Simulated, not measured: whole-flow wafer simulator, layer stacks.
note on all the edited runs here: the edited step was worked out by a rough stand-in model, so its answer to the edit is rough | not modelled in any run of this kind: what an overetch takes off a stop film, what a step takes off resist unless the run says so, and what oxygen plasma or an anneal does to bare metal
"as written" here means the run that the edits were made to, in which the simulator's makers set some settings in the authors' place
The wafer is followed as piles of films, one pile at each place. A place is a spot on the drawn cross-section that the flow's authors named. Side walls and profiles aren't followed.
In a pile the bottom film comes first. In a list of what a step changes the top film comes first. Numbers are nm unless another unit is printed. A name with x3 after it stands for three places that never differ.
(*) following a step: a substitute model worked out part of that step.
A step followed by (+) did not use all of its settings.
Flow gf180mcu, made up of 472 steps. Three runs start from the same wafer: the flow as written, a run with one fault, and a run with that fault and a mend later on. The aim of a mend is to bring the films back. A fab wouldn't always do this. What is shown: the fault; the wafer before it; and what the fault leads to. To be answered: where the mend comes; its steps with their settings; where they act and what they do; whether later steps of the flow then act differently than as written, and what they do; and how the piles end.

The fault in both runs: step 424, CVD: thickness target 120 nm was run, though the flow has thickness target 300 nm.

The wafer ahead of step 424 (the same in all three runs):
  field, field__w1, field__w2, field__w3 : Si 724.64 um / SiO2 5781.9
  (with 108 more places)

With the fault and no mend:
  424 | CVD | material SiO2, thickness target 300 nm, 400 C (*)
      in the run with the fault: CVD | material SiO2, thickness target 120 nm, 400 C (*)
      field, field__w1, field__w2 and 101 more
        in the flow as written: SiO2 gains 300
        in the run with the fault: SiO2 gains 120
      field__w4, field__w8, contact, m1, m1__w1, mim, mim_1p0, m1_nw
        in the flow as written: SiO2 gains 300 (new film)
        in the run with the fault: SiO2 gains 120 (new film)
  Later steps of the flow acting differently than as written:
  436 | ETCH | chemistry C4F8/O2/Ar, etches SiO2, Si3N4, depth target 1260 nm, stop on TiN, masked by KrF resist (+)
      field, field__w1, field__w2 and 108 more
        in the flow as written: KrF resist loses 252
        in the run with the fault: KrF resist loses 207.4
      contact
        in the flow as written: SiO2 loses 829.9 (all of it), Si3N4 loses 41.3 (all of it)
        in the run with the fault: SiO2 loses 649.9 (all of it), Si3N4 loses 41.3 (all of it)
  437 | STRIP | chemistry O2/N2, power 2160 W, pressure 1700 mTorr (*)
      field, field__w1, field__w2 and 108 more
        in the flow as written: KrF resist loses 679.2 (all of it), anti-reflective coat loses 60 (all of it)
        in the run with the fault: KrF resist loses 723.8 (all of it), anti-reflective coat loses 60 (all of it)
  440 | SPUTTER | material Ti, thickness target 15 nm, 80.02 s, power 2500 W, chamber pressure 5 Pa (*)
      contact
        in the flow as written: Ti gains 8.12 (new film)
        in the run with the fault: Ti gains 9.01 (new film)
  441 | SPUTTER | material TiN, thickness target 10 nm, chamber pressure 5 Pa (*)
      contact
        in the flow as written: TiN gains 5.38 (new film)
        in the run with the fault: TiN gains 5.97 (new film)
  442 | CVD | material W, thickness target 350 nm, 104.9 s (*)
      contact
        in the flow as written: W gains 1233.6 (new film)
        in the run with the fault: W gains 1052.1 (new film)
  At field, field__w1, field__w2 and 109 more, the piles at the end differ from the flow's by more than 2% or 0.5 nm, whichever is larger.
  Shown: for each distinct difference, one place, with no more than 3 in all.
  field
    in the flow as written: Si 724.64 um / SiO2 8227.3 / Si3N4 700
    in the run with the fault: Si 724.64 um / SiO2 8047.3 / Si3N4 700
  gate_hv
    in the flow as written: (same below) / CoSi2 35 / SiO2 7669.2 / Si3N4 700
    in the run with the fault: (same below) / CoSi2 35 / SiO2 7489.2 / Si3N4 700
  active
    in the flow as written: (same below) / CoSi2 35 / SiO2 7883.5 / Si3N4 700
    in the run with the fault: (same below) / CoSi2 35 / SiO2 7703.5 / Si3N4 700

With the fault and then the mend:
  The mend stands after step 424.
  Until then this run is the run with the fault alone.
  424a | CVD | material SiO2, thickness target 180 nm, 400 C (*) (a further turn of the flow's step 424, with different settings)
      field, field__w1, field__w2 and 109 more
        SiO2 gains 180
  Later steps of the flow that are run all act as written at every place that is followed.
  At every place that both follow, the piles at the end match the flow's.
